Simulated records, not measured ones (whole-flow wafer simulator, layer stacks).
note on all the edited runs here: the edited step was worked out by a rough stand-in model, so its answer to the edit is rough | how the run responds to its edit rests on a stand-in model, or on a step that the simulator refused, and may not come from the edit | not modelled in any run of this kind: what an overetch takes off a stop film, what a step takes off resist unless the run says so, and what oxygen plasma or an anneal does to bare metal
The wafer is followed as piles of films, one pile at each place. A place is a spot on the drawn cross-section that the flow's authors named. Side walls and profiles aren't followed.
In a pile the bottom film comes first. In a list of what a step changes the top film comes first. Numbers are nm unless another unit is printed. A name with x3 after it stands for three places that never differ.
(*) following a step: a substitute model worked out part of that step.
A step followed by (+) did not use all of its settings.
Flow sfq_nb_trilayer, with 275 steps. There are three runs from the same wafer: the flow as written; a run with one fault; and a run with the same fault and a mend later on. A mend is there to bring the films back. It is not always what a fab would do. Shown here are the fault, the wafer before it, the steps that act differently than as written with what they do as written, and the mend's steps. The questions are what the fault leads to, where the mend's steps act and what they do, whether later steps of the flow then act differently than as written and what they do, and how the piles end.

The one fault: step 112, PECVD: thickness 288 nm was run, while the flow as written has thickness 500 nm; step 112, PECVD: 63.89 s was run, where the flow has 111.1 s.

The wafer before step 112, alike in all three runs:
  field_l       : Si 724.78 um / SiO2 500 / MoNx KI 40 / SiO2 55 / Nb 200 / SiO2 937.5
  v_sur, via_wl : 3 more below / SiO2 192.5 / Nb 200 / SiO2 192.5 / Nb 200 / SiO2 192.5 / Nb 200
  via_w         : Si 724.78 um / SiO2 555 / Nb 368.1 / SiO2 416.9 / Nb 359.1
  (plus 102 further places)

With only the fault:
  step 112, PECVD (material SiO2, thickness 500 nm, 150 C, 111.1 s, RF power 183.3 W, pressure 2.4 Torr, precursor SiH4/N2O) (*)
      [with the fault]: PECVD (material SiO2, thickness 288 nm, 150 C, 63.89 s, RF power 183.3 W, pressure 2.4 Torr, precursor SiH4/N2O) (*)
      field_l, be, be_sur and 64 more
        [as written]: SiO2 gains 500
        [with the fault]: SiO2 gains 288
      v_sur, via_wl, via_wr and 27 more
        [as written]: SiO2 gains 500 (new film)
        [with the fault]: SiO2 gains 288 (new film)
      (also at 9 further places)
  Later steps of the flow acting differently than as written (21 more steps, not shown, differ only slightly: by at most 2% or 0.5 nm, whichever is larger):
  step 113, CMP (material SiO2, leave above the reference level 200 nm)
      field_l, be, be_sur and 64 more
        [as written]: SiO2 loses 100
        [with the fault]: nothing
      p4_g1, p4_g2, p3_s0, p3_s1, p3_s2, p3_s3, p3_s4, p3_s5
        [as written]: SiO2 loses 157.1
        [with the fault]: nothing
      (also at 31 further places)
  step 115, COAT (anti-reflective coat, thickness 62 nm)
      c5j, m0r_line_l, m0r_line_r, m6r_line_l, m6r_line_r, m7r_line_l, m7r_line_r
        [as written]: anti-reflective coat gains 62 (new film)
        [with the fault]: anti-reflective coat gains 63.3 (new film)
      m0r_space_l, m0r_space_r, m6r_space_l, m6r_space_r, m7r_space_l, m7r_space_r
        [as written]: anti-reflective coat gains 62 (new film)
        [with the fault]: anti-reflective coat gains 76.7 (new film)
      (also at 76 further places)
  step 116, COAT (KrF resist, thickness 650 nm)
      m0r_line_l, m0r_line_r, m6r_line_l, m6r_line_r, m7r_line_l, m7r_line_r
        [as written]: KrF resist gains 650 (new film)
        [with the fault]: KrF resist gains 672 (new film)
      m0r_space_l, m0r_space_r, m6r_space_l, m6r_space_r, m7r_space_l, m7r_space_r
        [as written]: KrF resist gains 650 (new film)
        [with the fault]: KrF resist gains 663.6 (new film)
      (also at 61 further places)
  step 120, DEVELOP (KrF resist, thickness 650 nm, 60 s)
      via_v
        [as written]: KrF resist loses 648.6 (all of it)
        [with the fault]: KrF resist loses 608 (all of it)
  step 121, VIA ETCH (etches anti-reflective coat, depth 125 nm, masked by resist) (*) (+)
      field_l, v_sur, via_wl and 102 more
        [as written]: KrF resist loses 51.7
        [with the fault]: KrF resist loses 44.1
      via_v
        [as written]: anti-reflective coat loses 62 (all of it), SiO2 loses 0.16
        [with the fault]: anti-reflective coat loses 52.9 (all of it), SiO2 loses 0.13
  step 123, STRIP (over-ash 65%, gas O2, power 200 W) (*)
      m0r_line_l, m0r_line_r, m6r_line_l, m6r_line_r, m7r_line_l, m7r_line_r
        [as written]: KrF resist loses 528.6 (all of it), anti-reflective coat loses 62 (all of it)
        [with the fault]: KrF resist loses 558.2 (all of it), anti-reflective coat loses 63.3 (all of it)
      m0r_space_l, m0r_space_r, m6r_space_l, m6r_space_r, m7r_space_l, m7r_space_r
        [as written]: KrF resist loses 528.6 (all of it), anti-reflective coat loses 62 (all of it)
        [with the fault]: KrF resist loses 549.8 (all of it), anti-reflective coat loses 76.7 (all of it)
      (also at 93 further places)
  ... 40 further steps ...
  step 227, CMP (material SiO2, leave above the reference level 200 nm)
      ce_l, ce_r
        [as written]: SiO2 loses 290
        [with the fault]: SiO2 loses 300
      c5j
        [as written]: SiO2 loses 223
        [with the fault]: SiO2 loses 233
  By the end, the piles at via_w, be_sur, jj_sur and 17 more depart from the flow's by more than 2% or 0.5 nm, whichever is larger.
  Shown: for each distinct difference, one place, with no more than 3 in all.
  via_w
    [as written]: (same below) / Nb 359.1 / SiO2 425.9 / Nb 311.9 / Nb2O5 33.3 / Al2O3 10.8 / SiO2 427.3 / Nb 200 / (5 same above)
    [with the fault]: (same below) / Nb 359.1 / SiO2 238.1 / Nb 168 / SiO2 152.2 / Nb 110.8 / Nb2O5 34.6 / Al2O3 10.1 / SiO2 495.5 / Nb 200 / (5 same above)
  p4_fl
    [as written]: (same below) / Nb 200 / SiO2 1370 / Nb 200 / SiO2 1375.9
    [with the fault]: (same below) / Nb 200 / SiO2 1258 / Nb 200 / SiO2 1487.9
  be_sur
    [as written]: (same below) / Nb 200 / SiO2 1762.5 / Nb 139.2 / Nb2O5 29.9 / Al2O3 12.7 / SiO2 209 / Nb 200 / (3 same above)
    [with the fault]: (same below) / Nb 200 / SiO2 1750.5 / Nb 139.2 / Nb2O5 29.9 / Al2O3 12.7 / SiO2 221 / Nb 200 / (3 same above)

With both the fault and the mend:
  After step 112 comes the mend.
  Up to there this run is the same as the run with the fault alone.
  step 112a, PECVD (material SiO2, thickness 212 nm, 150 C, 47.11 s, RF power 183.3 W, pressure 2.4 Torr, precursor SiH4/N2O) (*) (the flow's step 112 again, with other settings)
      field_l, v_sur, via_wl and 102 more
        SiO2 gains 212
      via_w
        SiO2 gains 187.7
  Later steps of the flow acting differently than as written (18 more steps, not shown, differ only slightly: by at most 2% or 0.5 nm, whichever is larger):
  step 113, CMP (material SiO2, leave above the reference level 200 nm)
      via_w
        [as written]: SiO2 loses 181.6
        [with the mend]: nothing
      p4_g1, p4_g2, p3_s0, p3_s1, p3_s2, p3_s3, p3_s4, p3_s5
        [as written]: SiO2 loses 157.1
        [with the mend]: SiO2 loses 100
  At the end the piles are close to the flow's at the places that both follow, differing by at most 2% or 0.5 nm, whichever is larger.
